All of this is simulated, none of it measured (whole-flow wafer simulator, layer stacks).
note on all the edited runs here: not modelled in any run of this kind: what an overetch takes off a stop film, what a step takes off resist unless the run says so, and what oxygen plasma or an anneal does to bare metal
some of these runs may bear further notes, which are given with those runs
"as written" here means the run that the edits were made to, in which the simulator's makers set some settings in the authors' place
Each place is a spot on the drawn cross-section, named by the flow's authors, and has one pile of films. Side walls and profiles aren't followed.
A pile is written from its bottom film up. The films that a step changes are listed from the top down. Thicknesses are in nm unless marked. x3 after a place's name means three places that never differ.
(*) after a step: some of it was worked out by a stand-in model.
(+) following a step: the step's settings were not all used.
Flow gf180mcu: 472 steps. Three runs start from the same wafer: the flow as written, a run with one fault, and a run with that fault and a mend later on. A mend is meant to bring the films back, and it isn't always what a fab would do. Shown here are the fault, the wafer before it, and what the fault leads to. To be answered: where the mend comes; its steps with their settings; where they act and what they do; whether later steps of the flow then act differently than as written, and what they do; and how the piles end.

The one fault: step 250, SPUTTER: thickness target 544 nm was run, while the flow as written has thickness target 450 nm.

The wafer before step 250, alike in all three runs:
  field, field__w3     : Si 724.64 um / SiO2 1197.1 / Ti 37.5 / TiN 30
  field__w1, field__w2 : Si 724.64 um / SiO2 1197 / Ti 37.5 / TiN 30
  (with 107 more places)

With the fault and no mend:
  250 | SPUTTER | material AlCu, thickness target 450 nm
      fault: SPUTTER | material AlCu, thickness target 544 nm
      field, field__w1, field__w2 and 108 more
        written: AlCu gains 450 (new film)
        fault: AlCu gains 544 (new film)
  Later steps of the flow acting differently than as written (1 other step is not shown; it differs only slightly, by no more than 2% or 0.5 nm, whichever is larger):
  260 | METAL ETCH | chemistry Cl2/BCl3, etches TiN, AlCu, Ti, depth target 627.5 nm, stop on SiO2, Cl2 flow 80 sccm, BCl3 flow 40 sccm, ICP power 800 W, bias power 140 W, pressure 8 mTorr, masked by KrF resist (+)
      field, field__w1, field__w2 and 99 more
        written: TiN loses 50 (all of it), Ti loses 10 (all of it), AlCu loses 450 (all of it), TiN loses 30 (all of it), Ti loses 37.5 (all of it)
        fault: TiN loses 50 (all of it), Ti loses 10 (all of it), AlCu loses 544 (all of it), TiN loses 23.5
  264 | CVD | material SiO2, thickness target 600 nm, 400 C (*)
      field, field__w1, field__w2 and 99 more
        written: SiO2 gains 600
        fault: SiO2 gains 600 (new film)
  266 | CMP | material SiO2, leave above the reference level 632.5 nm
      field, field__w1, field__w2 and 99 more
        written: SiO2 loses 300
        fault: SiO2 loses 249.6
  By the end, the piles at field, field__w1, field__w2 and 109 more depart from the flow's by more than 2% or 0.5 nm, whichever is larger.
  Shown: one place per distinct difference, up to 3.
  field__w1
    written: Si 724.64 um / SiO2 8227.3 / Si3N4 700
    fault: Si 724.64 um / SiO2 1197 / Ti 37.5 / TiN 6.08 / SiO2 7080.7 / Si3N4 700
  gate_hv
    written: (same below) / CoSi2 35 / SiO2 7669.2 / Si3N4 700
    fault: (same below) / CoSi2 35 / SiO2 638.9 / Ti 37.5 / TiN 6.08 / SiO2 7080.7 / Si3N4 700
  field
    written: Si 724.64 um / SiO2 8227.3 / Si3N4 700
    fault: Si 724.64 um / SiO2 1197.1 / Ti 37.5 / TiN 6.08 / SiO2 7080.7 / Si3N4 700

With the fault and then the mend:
  After step 250 comes the mend.
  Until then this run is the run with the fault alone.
  250a | METAL ETCH | chemistry Cl2/BCl3, etches TiN, AlCu, Ti, depth target 94 nm, Cl2 flow 80 sccm, BCl3 flow 40 sccm, ICP power 800 W, bias power 140 W, pressure 8 mTorr
      field, field__w1, field__w2 and 108 more
        AlCu loses 94
  None of the later steps of the flow acts differently than as written at any place that is followed.
  At every place that both follow, the piles at the end match the flow's.
